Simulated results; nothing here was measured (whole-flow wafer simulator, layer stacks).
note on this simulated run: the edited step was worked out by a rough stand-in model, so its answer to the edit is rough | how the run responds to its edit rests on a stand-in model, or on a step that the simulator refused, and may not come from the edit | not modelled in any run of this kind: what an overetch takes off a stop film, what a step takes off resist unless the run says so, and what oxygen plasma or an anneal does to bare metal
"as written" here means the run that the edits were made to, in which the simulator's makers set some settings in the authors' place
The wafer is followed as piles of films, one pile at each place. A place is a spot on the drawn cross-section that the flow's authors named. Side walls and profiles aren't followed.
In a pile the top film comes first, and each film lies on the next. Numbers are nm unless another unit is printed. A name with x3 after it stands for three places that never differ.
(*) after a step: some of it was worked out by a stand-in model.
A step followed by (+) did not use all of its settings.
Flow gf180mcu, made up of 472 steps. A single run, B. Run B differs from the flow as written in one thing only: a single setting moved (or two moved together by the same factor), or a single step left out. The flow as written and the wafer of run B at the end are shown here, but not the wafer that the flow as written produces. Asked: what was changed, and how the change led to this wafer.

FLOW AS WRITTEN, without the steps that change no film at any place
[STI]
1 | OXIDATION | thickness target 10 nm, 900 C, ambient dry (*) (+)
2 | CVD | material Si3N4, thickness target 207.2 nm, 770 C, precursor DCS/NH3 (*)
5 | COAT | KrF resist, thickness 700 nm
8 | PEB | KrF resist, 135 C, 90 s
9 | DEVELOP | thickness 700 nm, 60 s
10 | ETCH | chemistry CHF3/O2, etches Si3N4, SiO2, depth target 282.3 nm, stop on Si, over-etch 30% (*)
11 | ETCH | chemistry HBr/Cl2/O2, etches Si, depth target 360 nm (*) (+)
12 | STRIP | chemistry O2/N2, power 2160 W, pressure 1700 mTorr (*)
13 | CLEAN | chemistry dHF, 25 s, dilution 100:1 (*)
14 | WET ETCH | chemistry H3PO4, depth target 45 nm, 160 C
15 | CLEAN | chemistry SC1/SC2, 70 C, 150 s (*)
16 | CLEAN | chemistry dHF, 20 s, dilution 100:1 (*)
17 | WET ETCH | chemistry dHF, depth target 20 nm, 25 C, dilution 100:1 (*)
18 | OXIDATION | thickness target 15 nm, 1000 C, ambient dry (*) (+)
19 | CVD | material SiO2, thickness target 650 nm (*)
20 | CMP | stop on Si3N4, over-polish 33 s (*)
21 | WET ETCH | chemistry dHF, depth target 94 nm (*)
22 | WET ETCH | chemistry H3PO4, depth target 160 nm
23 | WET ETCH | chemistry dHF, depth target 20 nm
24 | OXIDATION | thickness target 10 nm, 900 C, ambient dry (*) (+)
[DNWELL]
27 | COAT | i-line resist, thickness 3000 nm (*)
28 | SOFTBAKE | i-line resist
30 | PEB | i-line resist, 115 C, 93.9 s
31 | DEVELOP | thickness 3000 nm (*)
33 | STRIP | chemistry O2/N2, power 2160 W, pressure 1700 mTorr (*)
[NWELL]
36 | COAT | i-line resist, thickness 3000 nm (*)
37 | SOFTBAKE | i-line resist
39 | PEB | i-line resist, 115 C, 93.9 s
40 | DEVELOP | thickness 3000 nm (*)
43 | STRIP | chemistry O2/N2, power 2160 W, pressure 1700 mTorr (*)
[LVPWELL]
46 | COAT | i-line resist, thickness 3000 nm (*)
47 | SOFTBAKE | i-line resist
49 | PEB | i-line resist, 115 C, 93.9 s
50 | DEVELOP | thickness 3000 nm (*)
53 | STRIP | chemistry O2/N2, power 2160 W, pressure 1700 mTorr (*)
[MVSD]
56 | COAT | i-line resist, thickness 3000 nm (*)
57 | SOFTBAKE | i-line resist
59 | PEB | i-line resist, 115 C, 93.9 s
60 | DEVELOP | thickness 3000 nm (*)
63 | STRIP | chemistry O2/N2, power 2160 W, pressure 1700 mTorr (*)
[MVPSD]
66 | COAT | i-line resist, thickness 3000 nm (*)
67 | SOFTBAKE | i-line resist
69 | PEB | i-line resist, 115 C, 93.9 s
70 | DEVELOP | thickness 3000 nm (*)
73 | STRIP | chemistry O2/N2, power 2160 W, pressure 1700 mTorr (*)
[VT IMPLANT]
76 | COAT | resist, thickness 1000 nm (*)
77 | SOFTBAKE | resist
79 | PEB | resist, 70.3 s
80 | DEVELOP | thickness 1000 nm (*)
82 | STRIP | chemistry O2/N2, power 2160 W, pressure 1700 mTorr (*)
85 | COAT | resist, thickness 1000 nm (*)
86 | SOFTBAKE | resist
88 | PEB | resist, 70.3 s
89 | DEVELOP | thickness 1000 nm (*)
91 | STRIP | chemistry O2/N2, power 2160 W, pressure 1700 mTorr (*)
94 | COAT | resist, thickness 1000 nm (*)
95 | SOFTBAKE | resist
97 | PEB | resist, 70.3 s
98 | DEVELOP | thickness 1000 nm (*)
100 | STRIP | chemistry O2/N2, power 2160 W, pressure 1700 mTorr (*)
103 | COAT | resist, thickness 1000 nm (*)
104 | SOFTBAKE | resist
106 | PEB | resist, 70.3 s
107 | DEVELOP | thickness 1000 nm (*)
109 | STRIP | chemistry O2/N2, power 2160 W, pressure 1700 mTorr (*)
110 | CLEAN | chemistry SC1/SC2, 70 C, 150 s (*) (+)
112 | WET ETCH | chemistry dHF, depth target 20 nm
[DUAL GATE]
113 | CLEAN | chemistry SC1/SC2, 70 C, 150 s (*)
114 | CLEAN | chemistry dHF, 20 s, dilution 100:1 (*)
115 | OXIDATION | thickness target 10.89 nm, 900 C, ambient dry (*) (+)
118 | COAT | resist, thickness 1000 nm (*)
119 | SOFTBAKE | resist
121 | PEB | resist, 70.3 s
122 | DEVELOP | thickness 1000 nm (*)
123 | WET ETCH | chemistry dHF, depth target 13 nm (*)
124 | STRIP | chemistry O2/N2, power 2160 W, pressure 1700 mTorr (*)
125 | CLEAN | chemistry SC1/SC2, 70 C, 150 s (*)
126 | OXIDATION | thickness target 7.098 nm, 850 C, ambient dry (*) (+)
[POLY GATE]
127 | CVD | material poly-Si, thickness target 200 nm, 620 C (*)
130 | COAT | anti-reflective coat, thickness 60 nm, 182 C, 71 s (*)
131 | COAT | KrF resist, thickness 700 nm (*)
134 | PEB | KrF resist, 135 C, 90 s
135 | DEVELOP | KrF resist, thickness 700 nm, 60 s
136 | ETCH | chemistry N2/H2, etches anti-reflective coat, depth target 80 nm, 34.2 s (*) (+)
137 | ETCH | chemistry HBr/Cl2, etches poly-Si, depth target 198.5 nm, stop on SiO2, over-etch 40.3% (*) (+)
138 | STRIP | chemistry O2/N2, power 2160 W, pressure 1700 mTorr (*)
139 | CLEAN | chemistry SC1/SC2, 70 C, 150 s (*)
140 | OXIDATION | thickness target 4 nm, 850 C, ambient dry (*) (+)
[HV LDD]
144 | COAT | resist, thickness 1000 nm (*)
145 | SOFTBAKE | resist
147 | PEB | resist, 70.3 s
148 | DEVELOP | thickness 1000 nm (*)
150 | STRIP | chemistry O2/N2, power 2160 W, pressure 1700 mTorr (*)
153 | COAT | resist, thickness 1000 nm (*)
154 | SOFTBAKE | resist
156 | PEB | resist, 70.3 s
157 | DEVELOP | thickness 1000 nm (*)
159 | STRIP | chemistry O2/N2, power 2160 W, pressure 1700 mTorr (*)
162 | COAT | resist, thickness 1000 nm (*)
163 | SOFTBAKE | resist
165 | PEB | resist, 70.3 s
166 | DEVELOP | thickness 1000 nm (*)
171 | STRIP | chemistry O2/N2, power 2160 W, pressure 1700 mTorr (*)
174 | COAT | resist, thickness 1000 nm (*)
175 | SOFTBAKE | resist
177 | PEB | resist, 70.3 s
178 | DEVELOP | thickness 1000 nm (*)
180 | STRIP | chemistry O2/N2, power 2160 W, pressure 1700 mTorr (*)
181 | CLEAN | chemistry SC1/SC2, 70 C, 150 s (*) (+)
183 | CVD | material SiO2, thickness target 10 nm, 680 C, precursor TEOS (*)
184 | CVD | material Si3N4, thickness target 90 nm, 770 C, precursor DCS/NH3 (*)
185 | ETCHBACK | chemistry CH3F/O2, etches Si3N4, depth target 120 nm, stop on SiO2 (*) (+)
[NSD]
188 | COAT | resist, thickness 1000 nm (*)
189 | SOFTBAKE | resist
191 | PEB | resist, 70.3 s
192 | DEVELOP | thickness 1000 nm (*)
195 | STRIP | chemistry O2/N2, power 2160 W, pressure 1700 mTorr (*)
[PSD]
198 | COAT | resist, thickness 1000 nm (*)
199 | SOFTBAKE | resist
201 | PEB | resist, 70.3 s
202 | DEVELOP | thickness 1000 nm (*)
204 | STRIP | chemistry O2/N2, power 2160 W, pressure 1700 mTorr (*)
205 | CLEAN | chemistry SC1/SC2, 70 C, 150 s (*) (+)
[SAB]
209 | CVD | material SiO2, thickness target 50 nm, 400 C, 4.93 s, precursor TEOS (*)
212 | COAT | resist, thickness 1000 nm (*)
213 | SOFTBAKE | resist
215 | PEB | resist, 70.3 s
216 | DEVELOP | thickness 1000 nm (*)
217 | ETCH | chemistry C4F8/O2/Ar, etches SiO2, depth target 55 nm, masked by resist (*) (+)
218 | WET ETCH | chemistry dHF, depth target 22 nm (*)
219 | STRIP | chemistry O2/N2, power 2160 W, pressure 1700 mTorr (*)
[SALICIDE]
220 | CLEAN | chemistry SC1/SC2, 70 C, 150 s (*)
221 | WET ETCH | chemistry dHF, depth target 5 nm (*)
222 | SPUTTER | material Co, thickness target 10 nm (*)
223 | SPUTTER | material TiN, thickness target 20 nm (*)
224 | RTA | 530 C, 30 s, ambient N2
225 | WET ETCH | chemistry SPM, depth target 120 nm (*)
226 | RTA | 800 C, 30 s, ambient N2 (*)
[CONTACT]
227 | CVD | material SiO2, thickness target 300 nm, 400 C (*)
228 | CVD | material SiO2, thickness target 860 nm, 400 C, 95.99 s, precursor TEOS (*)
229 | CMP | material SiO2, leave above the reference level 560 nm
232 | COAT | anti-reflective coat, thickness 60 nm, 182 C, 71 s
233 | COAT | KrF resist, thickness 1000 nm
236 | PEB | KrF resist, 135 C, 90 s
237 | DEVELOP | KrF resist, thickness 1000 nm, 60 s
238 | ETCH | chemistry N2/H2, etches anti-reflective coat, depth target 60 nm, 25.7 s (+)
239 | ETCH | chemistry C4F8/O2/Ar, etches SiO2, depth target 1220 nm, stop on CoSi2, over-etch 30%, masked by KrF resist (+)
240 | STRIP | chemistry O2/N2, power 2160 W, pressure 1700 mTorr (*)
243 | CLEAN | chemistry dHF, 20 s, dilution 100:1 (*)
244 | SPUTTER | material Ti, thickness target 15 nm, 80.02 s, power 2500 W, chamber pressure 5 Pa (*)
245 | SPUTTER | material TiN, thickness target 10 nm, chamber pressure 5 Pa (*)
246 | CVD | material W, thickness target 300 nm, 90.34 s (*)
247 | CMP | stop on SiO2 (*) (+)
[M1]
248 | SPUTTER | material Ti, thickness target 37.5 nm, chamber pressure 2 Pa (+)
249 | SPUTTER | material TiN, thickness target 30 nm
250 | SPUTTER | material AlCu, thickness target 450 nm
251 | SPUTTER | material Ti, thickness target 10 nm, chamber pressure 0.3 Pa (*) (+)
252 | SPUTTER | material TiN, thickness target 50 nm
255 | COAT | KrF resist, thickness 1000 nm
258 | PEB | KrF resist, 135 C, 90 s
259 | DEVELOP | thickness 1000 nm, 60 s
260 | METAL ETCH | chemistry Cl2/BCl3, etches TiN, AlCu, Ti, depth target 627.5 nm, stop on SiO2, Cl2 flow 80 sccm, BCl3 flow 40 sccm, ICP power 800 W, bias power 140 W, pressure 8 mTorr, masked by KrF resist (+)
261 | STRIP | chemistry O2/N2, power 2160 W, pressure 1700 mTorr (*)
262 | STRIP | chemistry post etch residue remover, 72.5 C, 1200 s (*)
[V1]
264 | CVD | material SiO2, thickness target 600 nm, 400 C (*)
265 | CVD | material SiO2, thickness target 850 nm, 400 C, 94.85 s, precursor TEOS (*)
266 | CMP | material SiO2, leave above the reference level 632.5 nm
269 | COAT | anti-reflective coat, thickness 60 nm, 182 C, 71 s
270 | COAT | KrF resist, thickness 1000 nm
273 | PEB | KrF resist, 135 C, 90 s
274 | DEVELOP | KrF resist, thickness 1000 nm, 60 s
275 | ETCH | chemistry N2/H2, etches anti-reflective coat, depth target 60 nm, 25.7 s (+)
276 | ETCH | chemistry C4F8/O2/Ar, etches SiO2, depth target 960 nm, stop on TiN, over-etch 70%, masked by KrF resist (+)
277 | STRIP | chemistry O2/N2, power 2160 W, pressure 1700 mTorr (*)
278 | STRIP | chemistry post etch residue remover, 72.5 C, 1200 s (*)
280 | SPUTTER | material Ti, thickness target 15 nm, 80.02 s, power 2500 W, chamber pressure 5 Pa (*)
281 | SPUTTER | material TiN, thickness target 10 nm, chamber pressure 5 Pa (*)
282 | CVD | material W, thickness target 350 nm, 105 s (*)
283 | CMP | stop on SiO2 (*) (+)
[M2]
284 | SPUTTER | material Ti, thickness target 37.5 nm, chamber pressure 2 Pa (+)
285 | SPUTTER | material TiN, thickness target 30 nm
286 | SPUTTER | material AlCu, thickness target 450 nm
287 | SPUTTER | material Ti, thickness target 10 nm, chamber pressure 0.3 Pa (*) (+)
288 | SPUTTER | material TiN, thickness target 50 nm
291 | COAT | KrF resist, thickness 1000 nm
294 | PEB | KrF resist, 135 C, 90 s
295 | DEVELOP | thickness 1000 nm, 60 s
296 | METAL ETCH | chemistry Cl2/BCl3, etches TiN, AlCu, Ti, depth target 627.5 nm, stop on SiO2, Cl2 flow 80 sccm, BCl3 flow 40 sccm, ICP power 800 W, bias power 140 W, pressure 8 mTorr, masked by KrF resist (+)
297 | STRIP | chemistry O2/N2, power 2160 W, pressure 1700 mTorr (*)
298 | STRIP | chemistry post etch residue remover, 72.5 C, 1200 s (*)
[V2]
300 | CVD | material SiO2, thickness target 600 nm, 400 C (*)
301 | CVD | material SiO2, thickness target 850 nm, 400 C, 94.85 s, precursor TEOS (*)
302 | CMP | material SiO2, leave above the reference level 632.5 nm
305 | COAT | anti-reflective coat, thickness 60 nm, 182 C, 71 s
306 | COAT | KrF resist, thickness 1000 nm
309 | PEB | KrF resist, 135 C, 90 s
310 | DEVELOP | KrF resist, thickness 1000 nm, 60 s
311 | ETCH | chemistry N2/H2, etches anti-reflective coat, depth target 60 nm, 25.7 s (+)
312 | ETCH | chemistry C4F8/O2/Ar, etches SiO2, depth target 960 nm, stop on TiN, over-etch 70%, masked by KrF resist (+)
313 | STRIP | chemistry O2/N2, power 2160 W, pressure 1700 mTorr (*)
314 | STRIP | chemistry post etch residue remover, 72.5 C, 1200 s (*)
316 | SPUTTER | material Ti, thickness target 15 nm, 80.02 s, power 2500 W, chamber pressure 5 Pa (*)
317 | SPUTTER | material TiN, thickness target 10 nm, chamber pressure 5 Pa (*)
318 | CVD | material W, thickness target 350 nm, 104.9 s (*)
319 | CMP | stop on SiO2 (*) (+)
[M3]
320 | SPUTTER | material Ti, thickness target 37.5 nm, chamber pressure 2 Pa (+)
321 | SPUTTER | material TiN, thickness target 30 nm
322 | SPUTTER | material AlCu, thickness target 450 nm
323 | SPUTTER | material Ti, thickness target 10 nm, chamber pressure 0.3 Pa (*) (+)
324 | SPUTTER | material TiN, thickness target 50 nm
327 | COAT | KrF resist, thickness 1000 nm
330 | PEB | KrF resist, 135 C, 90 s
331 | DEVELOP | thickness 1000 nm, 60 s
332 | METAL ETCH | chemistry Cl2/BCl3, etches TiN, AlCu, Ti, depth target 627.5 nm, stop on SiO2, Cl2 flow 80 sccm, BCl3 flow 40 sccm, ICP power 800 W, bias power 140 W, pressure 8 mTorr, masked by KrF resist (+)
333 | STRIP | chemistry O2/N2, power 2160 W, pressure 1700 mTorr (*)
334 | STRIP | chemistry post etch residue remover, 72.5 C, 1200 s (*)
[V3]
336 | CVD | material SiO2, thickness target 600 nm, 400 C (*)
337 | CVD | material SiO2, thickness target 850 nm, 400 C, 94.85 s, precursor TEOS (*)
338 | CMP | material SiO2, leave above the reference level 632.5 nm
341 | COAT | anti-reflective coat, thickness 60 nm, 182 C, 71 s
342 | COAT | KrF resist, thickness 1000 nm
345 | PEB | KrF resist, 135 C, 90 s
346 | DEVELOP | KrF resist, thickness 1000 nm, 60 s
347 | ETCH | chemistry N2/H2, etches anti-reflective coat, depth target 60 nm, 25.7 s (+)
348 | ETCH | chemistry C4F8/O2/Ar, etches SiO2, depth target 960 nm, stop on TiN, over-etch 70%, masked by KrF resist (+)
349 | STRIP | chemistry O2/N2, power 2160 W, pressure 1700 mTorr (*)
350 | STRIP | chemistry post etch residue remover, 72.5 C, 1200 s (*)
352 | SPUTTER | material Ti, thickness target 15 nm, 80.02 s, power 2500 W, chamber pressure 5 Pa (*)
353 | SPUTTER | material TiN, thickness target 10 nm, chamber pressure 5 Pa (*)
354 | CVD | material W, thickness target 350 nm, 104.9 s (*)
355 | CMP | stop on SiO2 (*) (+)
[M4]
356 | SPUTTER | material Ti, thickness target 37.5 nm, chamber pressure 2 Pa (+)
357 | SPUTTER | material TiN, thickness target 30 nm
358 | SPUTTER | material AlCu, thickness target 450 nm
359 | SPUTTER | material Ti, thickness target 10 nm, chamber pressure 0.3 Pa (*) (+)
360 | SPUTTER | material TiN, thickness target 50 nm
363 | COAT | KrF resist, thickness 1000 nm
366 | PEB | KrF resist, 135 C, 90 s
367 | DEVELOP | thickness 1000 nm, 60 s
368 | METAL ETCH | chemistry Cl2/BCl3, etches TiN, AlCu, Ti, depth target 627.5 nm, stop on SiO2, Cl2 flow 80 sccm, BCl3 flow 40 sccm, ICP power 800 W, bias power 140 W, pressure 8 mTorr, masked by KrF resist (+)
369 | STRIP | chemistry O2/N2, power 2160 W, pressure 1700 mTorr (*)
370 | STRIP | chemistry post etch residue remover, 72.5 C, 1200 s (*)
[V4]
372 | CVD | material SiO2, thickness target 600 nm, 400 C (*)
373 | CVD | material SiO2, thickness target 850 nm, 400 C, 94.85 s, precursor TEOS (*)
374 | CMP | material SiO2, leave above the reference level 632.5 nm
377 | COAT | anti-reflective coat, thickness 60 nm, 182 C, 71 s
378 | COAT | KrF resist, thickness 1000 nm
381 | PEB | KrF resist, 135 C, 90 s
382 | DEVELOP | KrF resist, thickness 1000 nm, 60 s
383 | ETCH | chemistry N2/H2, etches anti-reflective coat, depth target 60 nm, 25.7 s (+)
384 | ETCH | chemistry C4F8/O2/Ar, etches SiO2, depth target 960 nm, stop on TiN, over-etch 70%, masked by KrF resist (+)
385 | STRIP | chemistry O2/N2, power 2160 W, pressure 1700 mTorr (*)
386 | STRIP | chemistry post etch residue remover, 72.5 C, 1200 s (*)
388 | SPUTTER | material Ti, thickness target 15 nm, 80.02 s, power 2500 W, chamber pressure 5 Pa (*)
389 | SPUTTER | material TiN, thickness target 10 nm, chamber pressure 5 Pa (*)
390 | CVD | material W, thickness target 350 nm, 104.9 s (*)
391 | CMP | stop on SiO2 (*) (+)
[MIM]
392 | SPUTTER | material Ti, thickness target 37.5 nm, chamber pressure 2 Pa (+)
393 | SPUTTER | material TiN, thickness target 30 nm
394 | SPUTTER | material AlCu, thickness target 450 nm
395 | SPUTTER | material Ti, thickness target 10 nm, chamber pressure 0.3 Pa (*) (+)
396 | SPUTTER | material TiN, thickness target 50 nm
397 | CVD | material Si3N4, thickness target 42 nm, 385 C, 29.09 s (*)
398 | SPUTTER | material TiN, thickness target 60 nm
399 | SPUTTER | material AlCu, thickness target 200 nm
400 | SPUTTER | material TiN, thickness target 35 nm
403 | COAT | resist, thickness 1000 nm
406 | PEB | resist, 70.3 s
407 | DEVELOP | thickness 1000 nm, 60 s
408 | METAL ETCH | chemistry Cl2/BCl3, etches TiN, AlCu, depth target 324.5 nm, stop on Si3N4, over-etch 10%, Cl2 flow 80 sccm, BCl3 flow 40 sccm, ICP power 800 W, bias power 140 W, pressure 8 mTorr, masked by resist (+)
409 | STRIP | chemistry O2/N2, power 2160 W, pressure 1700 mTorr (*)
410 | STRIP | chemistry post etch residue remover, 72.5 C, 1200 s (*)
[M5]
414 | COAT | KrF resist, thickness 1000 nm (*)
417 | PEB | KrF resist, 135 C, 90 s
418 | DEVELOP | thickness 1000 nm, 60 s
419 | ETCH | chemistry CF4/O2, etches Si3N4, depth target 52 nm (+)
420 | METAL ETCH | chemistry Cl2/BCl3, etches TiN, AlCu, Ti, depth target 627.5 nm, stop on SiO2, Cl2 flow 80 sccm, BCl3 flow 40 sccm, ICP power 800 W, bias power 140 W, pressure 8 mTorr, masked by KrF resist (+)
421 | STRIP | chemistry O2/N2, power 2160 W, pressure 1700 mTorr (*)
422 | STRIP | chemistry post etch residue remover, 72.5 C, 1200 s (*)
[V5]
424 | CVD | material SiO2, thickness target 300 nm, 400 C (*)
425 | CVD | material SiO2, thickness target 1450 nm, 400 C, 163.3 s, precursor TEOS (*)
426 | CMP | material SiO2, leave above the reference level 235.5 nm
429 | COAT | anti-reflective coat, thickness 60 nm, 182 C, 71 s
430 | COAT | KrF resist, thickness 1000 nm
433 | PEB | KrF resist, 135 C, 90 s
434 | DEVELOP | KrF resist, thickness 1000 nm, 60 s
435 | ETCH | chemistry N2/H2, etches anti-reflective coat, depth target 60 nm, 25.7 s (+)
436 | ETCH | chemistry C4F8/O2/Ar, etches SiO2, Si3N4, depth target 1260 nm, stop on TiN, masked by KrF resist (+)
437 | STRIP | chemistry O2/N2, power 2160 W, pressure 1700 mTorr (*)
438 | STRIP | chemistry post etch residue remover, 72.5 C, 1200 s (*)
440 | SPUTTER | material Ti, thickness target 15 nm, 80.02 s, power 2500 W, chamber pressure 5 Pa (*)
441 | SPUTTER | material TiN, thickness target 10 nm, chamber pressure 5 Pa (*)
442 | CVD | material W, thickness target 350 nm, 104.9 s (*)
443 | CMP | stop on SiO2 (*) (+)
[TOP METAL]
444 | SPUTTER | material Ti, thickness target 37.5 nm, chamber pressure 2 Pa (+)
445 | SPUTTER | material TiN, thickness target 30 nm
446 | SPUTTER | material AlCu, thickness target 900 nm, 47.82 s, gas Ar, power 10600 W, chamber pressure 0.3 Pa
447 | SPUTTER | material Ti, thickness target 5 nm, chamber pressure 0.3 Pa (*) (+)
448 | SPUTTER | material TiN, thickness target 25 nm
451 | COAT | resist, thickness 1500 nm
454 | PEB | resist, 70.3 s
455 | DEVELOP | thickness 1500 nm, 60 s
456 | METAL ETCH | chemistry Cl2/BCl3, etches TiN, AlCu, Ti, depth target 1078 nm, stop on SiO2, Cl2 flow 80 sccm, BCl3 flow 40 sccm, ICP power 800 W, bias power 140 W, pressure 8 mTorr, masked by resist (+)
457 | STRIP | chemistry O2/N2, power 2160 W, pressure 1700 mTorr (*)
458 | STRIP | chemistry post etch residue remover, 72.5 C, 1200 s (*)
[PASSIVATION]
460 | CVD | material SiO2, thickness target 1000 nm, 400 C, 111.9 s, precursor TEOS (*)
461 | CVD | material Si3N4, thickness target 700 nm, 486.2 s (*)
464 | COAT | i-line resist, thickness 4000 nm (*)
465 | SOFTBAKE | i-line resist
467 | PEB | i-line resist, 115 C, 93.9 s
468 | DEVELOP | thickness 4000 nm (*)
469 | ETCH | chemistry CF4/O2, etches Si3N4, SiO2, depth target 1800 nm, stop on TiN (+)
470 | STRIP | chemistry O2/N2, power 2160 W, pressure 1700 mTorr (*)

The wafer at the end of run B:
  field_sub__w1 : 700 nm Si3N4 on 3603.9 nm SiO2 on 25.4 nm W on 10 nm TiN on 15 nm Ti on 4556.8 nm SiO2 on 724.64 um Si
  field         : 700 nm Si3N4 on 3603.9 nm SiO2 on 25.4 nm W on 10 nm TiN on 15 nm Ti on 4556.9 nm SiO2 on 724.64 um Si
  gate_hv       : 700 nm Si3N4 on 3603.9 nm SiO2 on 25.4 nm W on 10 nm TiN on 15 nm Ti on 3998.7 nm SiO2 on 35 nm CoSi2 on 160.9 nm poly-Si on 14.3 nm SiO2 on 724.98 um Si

What caused this: step 337, CVD: thickness target 459 nm was run, though the flow has thickness target 850 nm; step 337, CVD: 51.22 s was run, where the flow has 94.85 s.

How this came from the change, step by step:
  337 | CVD | material SiO2, thickness target 850 nm, 400 C, 94.85 s, precursor TEOS (*)
      field, field__w1, field__w2 and 108 more: +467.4 SiO2 (as written it would have been: +850 SiO2)
  338 | CMP | material SiO2, leave above the reference level 632.5 nm
      field, field__w1, field__w2 and 103 more: nothing (as written it would have been: -300 SiO2)
      field__w8, contact, m1, m1__w1, m1_nw: -494.5 SiO2 (as written it would have been: -877.1 SiO2)
  341 | COAT | anti-reflective coat, thickness 60 nm, 182 C, 71 s
      field: +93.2 anti-reflective coat (new film) (as written it would have been: +60 anti-reflective coat (new film))
      field__w1: +80.7 anti-reflective coat (new film) (as written it would have been: +60 anti-reflective coat (new film))
      (as well as at 18 more places)
  342 | COAT | KrF resist, thickness 1000 nm
      contact: +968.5 KrF resist (new film) (as written it would have been: +1000 KrF resist (new film))
      m1: +963.3 KrF resist (new film) (as written it would have been: +1000 KrF resist (new film))
      (as well as at 5 more places)
  346 | DEVELOP | KrF resist, thickness 1000 nm, 60 s
      contact: -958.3 KrF resist (all of it) (as written it would have been: -989.5 KrF resist (all of it))
  347 | ETCH | chemistry N2/H2, etches anti-reflective coat, depth target 60 nm, 25.7 s (+)
      contact: -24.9 anti-reflective coat (all of it), -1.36 SiO2 (as written it would have been: -60 anti-reflective coat (all of it), -0.46 SiO2)
  349 | STRIP | chemistry O2/N2, power 2160 W, pressure 1700 mTorr (*)
      field: -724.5 KrF resist (all of it), -93.2 anti-reflective coat (all of it) (as written it would have been: -739.2 KrF resist (all of it), -60 anti-reflective coat (all of it))
      field__w1: -723.1 KrF resist (all of it), -80.7 anti-reflective coat (all of it) (as written it would have been: -739.2 KrF resist (all of it), -60 anti-reflective coat (all of it))
      (as well as at 17 more places)
  354 | CVD | material W, thickness target 350 nm, 104.9 s (*)
      contact: +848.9 W (new film) (as written it would have been: +932.3 W (new film))
  355 | CMP | stop on SiO2 (*) (+)
      field, field__w1, field__w2 and 103 more: -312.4 W (as written it would have been: -350 W (all of it), -10 TiN (all of it), -15 Ti (all of it), -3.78 SiO2)
      field__w8, m1, m1__w1, m1_nw: -350 W (all of it), -10 TiN (all of it), -15 Ti (all of it), -20 SiO2 (as written it would have been: -350 W (all of it), -10 TiN (all of it), -15 Ti (all of it), -3.78 SiO2)
      (as well as at 1 more place)
  368 | METAL ETCH | chemistry Cl2/BCl3, etches TiN, AlCu, Ti, depth target 627.5 nm, stop on SiO2, Cl2 flow 80 sccm, BCl3 flow 40 sccm, ICP power 800 W, bias power 140 W, pressure 8 mTorr, masked by KrF resist (+)
      field, field__w1, field__w2 and 103 more: -50 TiN (all of it), -10 Ti (all of it), -450 AlCu (all of it), -30 TiN (all of it), -37.5 Ti (all of it), -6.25 W (as written it would have been: -50 TiN (all of it), -10 Ti (all of it), -450 AlCu (all of it), -30 TiN (all of it), -37.5 Ti (all of it))
  370 | STRIP | chemistry post etch residue remover, 72.5 C, 1200 s (*)
      field, field__w1, field__w2 and 103 more: -6.01 W (as written it would have been: nothing)
  372 | CVD | material SiO2, thickness target 600 nm, 400 C (*)
      field, field__w1, field__w2 and 103 more: +600 SiO2 (new film) (as written it would have been: +600 SiO2)
  374 | CMP | material SiO2, leave above the reference level 632.5 nm
      field, field__w1, field__w2 and 103 more: -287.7 SiO2 (as written it would have been: -300 SiO2)
If metal films that touch count as one body, field_sub__w1 has 1 body; the flow as written gives 0 bodies.
If metal films that touch count as one body, field has 1 body; the flow as written gives 0 bodies.
If metal films that touch count as one body, gate_hv has 2 bodies (between them, from the top down: SiO2 3998.7); the flow as written gives 1 body.
